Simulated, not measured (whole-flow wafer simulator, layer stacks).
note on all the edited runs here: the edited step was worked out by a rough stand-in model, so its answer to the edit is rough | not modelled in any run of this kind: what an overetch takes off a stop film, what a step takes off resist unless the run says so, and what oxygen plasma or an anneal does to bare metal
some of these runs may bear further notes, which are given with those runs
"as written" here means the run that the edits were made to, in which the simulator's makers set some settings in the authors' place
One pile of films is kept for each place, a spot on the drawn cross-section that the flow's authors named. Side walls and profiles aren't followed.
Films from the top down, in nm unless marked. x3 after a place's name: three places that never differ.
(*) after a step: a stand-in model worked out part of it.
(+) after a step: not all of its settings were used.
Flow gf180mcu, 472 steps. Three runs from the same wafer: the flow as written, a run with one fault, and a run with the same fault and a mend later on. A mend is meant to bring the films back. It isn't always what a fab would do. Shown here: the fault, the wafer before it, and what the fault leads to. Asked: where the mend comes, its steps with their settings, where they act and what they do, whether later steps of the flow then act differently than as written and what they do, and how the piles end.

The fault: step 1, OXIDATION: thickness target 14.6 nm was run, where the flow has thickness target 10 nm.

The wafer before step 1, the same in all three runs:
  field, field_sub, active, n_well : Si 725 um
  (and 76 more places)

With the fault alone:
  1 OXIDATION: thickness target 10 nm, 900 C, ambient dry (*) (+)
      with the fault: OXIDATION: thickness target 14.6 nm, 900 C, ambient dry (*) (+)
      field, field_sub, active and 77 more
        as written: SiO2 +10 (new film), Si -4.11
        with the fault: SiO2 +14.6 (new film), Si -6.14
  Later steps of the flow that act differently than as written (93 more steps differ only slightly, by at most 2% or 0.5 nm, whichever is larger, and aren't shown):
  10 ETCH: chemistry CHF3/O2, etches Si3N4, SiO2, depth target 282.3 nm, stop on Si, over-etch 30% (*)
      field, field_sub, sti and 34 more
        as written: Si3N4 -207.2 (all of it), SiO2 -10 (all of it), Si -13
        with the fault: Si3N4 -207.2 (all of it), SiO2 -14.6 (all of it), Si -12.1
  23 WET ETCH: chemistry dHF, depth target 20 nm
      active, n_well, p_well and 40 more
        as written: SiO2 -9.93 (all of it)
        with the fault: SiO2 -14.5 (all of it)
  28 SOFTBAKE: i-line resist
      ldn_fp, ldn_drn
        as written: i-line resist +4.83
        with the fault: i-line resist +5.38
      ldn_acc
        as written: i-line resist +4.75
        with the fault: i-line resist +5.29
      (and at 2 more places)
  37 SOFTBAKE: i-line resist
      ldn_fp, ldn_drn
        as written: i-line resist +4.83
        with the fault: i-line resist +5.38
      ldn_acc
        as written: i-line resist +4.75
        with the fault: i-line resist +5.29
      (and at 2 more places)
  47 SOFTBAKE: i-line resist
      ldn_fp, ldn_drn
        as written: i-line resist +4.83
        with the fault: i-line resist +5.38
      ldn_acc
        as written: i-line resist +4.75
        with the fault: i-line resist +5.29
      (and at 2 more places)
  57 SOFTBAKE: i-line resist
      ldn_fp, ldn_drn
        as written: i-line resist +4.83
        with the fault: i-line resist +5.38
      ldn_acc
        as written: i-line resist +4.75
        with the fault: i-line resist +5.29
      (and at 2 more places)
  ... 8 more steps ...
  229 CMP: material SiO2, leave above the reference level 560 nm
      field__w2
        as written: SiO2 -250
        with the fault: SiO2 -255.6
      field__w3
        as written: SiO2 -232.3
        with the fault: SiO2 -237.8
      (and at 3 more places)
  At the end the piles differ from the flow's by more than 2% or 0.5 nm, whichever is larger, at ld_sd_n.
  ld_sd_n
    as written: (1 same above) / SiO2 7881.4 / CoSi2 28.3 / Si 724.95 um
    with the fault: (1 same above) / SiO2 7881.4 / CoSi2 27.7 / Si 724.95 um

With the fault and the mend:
  The mend comes after step 1.
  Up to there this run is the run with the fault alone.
  1a WET ETCH: chemistry dHF, depth target 4.6 nm, 25 C, dilution 100:1
      field, field_sub, active and 77 more
        SiO2 -4.6
  No later step of the flow acts differently than as written at any place that is followed.
  At the end the piles differ from the flow's only slightly at the places that both follow, by at most 2% or 0.5 nm, whichever is larger.
